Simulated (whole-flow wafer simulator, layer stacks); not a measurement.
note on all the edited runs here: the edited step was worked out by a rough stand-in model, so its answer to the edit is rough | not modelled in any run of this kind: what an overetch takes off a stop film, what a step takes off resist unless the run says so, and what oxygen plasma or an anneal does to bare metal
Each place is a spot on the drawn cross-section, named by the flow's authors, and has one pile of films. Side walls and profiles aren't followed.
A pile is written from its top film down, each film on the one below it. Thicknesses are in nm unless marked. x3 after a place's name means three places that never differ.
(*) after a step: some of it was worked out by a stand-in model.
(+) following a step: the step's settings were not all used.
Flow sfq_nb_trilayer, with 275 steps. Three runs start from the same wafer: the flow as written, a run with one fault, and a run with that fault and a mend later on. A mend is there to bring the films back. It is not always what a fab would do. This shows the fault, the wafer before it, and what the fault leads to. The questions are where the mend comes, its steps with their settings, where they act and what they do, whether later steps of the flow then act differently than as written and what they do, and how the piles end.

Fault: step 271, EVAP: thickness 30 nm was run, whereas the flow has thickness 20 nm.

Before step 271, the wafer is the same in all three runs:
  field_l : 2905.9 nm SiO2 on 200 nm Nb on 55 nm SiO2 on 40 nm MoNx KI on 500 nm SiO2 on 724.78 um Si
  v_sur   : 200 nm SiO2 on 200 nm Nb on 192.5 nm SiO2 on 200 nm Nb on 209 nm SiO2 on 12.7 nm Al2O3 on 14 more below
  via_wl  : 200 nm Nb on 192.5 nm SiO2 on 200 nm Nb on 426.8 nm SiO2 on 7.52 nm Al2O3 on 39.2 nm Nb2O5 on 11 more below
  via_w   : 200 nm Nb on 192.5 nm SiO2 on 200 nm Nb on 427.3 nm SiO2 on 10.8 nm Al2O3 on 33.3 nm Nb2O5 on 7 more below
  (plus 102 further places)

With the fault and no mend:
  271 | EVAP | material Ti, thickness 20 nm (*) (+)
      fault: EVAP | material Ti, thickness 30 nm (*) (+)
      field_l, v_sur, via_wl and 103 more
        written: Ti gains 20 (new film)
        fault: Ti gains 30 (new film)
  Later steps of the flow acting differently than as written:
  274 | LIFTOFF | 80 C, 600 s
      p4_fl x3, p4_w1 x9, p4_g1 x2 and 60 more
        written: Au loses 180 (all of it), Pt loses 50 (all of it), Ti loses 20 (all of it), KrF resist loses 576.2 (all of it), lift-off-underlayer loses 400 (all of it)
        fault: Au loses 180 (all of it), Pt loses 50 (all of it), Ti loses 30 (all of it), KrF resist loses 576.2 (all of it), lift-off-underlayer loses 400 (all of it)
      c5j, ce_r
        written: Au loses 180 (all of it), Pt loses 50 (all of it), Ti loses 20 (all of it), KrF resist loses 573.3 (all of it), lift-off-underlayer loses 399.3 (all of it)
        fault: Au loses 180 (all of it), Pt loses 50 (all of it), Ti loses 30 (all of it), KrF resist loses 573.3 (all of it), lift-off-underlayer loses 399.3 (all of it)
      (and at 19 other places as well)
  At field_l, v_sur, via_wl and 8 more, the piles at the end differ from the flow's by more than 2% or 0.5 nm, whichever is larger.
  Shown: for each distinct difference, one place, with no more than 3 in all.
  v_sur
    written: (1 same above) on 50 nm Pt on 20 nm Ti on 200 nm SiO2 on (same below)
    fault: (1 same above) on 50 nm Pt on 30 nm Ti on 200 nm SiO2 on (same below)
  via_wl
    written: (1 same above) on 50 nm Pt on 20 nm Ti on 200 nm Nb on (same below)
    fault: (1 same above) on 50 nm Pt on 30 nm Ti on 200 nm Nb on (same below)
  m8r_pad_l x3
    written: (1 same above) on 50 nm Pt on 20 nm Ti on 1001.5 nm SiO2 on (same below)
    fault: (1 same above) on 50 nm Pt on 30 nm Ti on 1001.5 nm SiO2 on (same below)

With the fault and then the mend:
  After step 271 comes the mend.
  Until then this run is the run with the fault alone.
  271a | METAL ETCH | etches Ti, MoNx, depth 10 nm (the flow's step 190 again, with other settings)
      field_l, v_sur, via_wl and 103 more
        Ti loses 10
  None of the later steps of the flow acts differently than as written at any place that is followed.
  By the end, the piles equal the flow's at every place that both follow.
